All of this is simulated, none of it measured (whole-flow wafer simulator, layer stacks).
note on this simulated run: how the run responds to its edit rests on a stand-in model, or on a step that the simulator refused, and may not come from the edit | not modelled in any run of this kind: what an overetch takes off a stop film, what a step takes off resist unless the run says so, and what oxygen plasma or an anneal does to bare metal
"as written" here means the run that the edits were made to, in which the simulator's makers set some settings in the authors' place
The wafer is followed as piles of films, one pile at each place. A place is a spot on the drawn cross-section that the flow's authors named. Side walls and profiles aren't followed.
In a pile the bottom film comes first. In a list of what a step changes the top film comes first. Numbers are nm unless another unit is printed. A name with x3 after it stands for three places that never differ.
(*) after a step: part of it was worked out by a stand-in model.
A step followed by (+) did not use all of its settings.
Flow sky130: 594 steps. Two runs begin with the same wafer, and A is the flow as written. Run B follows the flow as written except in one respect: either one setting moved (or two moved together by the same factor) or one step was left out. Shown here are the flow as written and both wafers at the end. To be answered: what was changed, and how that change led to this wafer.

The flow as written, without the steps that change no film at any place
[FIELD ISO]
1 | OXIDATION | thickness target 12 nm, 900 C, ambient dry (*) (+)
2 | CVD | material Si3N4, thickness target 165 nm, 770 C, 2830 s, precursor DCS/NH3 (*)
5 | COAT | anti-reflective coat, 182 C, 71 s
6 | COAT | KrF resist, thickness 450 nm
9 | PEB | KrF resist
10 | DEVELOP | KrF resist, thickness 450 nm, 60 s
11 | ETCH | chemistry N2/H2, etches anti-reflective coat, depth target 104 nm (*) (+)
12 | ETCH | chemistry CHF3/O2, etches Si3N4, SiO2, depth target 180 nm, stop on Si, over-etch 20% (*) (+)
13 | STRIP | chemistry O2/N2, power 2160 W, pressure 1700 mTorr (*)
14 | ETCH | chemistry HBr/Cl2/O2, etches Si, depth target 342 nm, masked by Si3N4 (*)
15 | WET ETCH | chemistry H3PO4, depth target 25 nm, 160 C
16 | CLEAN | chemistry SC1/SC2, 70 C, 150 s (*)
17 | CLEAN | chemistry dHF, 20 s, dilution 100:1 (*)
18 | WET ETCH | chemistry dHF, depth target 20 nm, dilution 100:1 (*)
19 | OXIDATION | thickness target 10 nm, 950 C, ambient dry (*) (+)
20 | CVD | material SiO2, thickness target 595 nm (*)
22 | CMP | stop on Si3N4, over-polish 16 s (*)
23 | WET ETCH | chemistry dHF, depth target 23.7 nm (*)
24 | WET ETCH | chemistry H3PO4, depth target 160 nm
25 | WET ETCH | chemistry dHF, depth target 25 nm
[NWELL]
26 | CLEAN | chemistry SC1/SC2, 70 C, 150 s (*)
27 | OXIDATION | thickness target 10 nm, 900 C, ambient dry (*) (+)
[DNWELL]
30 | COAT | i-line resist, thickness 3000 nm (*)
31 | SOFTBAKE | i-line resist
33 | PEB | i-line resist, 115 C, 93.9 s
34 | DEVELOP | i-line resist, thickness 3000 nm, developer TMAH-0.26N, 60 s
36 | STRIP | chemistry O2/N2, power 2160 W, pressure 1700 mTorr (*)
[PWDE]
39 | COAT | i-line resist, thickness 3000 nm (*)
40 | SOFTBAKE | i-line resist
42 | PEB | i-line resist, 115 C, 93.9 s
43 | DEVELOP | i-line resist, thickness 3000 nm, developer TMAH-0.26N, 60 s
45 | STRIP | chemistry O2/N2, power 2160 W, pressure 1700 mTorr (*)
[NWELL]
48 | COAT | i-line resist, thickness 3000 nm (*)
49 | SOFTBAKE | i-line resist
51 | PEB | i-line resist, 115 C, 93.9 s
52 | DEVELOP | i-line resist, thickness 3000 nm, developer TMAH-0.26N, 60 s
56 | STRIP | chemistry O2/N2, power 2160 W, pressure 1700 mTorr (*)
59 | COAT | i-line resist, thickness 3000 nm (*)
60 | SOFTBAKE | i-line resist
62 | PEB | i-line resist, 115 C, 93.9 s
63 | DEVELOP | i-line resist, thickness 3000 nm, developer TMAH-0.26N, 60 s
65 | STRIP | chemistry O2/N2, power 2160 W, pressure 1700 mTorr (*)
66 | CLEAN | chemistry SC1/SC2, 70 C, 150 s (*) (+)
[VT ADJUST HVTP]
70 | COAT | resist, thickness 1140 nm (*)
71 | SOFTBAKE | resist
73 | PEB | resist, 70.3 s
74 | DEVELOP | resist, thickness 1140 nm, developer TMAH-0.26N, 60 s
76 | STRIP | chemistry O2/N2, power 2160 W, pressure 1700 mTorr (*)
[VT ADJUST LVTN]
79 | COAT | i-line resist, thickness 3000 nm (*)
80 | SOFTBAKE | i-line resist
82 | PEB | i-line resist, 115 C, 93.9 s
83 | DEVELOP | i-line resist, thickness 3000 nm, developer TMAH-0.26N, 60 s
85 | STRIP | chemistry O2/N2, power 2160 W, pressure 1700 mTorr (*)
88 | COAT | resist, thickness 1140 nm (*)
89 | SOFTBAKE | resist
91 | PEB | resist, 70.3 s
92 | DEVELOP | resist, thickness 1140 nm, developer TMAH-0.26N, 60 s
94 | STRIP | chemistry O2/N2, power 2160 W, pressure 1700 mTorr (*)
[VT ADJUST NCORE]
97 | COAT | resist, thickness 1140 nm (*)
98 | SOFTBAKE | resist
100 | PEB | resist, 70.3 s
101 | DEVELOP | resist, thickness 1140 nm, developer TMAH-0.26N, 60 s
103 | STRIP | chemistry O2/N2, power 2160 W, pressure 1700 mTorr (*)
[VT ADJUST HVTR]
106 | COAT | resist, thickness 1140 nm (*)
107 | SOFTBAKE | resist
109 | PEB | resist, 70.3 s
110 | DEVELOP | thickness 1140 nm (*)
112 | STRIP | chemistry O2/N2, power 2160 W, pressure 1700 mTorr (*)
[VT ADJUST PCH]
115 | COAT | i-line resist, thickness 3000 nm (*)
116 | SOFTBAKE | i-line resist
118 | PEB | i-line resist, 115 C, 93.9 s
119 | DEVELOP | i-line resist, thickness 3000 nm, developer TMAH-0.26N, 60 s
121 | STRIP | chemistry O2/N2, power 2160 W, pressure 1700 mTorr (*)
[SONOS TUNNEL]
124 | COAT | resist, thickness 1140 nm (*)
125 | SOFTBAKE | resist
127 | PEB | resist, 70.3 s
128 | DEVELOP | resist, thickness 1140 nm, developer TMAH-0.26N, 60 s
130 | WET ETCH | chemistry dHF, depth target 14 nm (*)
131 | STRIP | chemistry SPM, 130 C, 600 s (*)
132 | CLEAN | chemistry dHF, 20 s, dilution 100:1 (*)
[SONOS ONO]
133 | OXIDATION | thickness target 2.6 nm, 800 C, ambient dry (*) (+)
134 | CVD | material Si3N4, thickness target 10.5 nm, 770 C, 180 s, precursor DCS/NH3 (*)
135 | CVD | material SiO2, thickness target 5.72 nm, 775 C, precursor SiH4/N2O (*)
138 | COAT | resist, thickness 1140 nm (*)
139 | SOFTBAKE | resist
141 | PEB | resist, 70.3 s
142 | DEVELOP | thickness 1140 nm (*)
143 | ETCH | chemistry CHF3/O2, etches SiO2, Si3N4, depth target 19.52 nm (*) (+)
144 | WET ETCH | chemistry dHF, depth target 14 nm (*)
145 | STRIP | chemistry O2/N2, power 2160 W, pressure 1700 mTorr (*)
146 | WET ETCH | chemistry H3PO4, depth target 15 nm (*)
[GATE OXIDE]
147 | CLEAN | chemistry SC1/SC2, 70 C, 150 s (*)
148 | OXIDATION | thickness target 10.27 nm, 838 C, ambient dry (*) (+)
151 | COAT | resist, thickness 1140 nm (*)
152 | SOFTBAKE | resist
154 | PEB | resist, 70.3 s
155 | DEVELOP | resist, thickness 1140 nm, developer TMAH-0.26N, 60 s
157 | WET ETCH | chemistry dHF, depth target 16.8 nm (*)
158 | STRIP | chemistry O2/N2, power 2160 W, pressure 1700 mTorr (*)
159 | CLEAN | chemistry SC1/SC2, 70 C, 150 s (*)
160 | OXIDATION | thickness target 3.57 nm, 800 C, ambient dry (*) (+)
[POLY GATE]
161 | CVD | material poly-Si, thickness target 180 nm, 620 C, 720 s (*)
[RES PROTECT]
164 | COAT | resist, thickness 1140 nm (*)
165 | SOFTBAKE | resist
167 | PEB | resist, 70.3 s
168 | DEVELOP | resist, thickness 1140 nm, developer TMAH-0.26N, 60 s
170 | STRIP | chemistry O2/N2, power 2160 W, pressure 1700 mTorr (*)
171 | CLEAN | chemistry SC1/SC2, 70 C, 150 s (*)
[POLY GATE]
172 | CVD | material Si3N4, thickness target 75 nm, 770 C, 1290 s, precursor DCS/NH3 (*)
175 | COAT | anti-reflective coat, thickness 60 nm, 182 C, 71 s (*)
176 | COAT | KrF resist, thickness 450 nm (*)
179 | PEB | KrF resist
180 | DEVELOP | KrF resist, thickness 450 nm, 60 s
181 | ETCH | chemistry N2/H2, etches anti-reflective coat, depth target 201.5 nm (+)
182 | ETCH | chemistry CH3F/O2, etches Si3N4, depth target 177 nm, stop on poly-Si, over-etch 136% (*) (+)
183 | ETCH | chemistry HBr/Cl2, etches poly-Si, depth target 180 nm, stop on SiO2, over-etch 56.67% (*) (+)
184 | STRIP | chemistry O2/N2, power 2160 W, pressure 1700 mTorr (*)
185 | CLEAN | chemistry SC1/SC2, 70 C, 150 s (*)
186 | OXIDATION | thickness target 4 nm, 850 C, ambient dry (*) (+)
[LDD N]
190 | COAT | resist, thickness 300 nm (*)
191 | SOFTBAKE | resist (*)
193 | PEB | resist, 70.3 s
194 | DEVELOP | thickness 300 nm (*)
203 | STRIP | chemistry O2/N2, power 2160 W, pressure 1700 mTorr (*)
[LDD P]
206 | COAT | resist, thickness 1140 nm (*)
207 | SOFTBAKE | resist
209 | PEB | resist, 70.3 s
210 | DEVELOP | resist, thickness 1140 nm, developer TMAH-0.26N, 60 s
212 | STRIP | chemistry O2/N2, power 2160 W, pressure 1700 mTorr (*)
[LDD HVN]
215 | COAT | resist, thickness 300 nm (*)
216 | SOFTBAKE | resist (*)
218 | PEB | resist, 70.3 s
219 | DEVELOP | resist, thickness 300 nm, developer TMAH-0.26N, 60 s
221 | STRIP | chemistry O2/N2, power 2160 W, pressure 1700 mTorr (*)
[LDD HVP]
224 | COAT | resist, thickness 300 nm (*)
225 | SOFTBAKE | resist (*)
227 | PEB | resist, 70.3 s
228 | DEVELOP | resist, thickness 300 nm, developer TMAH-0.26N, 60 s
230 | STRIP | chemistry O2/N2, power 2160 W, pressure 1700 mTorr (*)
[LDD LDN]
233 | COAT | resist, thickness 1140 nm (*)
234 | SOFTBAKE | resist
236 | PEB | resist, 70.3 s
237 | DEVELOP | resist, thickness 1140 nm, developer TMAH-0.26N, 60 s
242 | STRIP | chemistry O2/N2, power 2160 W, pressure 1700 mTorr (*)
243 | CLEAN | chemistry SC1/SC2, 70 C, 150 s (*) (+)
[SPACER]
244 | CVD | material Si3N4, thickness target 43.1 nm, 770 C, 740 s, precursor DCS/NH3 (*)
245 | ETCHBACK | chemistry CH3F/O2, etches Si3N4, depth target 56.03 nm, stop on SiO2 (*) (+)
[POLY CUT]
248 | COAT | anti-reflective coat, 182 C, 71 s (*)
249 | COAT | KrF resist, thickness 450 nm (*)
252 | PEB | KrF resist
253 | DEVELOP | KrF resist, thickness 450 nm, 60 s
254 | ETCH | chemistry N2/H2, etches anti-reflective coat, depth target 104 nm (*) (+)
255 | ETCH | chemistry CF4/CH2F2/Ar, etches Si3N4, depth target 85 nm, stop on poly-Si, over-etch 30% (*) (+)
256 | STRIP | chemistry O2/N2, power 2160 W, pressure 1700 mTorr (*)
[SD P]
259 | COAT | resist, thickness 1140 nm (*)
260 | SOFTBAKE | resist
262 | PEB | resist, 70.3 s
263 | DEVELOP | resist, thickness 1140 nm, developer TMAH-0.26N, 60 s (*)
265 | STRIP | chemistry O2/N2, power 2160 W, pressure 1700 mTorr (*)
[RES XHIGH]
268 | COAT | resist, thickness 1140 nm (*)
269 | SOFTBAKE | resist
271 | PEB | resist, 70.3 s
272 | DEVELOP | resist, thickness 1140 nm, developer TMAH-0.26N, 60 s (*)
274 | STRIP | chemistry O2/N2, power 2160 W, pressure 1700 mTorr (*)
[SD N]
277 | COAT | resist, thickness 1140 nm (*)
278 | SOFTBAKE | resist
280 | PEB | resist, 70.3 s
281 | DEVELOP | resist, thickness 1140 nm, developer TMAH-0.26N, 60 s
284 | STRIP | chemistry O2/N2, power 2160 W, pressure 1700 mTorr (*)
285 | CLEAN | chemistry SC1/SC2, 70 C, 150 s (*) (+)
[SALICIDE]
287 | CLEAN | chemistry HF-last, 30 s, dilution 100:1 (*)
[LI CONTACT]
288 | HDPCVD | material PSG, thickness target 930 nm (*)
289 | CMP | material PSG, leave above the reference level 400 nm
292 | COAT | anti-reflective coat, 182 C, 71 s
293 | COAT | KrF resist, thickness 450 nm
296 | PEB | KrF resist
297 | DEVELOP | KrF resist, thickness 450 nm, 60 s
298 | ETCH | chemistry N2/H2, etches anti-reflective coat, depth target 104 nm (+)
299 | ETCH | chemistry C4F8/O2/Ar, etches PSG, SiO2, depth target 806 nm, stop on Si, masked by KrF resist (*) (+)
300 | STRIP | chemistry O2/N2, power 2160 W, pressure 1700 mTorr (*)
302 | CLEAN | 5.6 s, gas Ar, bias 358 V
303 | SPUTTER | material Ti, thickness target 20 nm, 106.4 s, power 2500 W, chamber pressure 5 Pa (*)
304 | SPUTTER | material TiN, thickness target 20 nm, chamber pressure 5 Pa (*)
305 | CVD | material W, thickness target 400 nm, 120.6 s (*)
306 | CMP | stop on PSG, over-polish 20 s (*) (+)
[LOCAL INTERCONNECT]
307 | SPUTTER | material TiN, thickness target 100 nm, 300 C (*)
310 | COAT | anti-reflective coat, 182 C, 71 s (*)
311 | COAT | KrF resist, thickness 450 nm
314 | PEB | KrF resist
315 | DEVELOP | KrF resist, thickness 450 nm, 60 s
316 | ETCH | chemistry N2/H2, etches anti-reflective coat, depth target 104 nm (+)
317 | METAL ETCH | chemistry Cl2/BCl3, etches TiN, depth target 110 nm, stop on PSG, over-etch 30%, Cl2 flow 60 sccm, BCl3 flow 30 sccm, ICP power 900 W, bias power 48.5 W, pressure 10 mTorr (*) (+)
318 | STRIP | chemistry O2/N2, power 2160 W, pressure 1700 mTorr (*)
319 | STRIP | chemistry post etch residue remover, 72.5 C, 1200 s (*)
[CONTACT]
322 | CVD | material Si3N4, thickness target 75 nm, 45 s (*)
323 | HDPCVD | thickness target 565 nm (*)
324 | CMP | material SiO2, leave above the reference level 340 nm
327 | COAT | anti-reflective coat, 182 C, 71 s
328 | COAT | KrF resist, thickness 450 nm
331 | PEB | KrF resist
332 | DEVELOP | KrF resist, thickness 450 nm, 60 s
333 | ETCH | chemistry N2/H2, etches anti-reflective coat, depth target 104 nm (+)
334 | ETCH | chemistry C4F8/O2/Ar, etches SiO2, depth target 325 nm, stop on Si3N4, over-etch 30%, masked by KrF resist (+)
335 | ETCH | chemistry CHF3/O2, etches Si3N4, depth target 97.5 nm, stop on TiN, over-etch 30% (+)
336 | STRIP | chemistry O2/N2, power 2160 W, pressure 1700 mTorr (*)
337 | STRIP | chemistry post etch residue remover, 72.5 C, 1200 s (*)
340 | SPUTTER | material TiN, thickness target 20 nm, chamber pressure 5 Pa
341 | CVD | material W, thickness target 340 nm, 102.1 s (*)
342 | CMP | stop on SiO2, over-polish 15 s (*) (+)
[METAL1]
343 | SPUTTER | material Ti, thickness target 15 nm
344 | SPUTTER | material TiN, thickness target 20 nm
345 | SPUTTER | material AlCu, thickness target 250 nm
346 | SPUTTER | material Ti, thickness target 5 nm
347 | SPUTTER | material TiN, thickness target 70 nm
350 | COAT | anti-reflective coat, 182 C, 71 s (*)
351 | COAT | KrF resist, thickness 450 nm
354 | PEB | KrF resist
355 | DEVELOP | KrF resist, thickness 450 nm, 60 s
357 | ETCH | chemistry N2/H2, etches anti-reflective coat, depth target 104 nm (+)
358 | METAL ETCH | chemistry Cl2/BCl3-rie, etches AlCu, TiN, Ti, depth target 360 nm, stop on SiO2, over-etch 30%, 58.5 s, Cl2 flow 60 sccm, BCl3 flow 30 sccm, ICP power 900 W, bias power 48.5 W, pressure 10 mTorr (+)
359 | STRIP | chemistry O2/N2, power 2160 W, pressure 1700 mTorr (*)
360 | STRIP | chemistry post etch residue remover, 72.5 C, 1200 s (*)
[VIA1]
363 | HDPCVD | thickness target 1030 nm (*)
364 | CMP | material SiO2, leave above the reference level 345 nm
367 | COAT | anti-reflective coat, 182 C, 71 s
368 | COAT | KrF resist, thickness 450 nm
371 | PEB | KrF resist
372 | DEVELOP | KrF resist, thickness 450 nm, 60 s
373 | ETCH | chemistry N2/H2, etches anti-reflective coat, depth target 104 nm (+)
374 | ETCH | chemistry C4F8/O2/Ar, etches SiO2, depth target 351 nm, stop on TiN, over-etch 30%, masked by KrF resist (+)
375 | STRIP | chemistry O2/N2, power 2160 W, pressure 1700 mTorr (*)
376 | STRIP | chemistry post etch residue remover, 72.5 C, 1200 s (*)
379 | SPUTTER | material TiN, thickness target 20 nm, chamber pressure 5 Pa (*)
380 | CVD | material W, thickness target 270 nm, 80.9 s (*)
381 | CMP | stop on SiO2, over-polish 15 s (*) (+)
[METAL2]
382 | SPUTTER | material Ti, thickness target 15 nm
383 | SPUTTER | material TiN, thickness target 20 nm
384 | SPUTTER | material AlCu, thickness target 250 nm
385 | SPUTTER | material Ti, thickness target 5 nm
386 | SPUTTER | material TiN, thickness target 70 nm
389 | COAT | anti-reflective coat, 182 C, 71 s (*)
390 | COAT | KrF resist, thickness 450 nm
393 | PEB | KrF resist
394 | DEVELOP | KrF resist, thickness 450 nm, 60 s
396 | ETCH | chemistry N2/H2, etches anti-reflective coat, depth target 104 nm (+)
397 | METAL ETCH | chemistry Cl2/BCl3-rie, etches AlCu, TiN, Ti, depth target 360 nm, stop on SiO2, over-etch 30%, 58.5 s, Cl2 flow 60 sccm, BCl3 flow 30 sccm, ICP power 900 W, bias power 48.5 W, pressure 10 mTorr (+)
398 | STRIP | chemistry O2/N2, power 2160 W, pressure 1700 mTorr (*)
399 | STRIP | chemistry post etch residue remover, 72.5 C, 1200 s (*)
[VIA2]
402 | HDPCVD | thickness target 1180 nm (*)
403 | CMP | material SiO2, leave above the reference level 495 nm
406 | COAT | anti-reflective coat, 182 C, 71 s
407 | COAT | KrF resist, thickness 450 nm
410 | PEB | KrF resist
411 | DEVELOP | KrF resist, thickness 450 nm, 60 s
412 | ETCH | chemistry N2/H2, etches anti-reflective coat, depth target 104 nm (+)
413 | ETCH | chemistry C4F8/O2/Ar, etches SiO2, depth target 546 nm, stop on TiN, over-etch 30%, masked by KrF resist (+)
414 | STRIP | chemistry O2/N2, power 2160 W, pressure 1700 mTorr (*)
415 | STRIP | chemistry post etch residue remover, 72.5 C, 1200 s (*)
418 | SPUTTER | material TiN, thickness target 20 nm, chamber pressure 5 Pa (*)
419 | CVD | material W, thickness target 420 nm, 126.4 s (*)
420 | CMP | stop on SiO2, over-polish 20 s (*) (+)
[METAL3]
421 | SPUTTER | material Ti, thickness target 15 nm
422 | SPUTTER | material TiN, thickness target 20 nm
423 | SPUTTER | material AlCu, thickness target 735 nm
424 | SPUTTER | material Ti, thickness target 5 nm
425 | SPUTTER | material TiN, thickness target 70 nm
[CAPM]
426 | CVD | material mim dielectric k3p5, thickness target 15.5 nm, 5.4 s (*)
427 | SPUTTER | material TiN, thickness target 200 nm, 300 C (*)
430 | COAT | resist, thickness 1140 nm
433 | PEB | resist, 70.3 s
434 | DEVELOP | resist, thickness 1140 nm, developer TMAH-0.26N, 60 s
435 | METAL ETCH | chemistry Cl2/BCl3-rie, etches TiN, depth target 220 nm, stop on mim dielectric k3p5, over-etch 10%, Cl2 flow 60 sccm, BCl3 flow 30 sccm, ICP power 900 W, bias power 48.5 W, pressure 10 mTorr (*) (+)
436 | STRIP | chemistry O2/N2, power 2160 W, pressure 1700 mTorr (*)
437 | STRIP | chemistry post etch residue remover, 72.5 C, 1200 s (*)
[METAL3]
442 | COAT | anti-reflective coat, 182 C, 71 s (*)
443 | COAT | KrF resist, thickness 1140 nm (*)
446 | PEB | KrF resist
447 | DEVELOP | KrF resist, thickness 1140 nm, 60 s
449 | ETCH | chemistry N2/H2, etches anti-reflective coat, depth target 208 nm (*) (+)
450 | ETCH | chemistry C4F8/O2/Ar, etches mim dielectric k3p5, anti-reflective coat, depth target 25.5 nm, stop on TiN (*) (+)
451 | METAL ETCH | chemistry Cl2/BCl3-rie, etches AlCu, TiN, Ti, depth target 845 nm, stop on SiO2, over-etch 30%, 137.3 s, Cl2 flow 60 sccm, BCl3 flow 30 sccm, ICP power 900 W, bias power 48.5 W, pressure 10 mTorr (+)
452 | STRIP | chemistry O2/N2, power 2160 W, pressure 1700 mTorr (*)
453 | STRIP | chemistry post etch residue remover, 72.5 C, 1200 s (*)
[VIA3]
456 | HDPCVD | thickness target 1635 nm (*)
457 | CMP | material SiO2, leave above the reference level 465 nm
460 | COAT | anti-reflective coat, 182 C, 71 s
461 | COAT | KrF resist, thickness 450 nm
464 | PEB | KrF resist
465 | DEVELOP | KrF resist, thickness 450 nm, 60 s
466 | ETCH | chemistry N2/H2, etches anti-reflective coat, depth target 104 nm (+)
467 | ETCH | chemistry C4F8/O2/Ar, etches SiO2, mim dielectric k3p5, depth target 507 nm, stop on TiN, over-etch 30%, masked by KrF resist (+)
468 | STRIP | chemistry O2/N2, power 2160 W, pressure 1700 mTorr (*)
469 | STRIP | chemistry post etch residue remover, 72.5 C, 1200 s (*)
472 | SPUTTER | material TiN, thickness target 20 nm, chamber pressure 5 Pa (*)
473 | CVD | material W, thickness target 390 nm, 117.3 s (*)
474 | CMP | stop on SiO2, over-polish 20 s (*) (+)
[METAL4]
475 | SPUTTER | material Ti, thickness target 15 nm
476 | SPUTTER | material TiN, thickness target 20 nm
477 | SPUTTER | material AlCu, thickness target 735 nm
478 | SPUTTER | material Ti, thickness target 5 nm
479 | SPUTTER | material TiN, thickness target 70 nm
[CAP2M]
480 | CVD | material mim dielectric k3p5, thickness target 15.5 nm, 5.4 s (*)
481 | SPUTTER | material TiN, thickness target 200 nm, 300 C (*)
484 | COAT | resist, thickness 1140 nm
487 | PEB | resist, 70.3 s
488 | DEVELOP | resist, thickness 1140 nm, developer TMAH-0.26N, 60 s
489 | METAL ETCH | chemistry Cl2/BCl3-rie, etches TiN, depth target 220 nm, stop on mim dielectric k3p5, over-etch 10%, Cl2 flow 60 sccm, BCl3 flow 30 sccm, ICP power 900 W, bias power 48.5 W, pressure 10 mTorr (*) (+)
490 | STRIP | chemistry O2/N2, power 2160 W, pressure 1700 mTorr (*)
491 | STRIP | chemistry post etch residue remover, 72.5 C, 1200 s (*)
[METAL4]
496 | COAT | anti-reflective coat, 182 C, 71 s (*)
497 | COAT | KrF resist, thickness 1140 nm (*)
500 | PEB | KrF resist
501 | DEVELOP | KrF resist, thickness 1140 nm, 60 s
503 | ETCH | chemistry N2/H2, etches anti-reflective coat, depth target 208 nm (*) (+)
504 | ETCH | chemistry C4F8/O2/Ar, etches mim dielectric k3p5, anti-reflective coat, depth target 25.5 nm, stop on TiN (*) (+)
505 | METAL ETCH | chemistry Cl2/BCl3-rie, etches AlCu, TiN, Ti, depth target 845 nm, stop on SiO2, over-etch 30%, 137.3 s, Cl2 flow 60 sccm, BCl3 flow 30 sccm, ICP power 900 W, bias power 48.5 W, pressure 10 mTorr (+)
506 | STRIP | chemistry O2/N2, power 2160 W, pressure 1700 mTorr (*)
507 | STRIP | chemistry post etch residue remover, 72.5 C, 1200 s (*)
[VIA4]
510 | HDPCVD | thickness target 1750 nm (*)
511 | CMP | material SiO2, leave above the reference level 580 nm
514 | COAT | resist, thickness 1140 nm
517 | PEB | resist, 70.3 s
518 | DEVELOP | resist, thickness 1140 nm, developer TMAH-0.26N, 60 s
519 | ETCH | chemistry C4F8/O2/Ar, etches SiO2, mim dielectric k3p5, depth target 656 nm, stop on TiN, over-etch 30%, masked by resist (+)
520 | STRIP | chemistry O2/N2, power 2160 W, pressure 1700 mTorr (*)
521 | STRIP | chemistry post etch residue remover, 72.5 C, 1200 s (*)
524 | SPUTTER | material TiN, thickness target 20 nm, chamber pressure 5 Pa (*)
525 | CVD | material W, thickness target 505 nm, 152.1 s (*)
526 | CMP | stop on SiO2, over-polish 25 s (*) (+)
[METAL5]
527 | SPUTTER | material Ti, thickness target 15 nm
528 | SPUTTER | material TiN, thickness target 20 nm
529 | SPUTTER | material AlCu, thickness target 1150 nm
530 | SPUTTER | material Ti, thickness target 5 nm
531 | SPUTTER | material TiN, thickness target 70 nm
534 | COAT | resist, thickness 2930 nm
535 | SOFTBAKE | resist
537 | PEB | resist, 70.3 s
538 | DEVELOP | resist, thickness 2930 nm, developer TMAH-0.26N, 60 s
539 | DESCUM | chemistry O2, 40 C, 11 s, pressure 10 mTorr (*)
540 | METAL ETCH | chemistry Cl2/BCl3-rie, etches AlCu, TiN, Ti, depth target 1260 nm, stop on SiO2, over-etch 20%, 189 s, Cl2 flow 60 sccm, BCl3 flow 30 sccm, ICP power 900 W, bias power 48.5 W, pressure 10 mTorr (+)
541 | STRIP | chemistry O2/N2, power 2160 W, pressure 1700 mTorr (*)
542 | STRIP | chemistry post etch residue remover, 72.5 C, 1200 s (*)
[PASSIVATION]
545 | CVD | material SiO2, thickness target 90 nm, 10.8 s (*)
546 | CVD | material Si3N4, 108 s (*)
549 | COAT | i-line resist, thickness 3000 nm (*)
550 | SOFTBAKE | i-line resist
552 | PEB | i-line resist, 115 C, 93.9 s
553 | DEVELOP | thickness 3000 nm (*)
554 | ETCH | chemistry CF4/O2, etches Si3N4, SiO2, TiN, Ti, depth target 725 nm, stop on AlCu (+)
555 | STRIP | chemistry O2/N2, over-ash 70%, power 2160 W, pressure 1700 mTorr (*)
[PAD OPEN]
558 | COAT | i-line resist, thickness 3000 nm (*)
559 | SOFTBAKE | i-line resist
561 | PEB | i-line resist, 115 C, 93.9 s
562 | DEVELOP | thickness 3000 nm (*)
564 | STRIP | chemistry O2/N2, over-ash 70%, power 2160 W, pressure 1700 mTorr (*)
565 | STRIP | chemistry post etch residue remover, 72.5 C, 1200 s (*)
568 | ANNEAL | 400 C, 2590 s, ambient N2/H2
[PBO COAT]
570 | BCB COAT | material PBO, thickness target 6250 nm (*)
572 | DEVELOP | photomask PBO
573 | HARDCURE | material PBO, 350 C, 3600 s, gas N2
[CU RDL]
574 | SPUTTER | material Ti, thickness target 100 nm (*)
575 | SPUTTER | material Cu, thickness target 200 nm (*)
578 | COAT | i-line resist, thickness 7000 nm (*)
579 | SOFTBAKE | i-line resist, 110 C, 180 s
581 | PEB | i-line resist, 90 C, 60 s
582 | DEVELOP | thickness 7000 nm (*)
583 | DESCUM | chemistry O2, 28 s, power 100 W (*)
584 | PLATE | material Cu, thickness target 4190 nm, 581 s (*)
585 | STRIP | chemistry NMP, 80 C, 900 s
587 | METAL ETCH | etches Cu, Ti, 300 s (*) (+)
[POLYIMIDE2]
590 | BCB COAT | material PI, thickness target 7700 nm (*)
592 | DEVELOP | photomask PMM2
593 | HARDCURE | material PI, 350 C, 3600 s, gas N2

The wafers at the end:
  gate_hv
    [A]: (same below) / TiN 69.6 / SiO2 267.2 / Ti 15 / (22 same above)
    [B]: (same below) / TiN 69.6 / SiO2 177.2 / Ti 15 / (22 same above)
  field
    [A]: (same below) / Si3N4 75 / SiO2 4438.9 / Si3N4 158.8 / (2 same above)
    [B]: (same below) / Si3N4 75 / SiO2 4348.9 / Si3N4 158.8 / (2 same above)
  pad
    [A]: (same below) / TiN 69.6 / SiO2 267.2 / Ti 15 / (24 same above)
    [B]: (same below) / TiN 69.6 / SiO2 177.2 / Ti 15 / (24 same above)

The reason: step 364, CMP: leave above the reference level 255 nm was run, though the flow has leave above the reference level 345 nm.

The path from the change to this, step by step:
  364 | CMP | material SiO2, leave above the reference level 345 nm
      n_well, p_well, gate_hv and 100 more: A -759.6 SiO2 | B -849.6 SiO2
      field, active, gate and 81 more: A -389.1 SiO2 | B -479.1 SiO2
      (as well as at 4 more places)
  374 | ETCH | chemistry C4F8/O2/Ar, etches SiO2, depth target 351 nm, stop on TiN, over-etch 30%, masked by KrF resist (+)
      field, active, n_well and 186 more: A -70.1 KrF resist | B -46.7 KrF resist
      m1, via1_hole: A -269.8 SiO2 (all of it) | B -179.8 SiO2 (all of it)
  375 | STRIP | chemistry O2/N2, power 2160 W, pressure 1700 mTorr (*)
      field, active, n_well and 186 more: A -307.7 KrF resist (all of it), -80 anti-reflective coat (all of it) | B -331.1 KrF resist (all of it), -80 anti-reflective coat (all of it)
  379 | SPUTTER | material TiN, thickness target 20 nm, chamber pressure 5 Pa (*)
      m1: A +11 TiN | B +12.8 TiN
      via1_hole: A +10.9 TiN | B +12.8 TiN
  380 | CVD | material W, thickness target 270 nm, 80.9 s (*)
      m1: A +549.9 W (new film) | B +458 W (new film)
      via1_hole: A +549.9 W (new film) | B +458.1 W (new film)
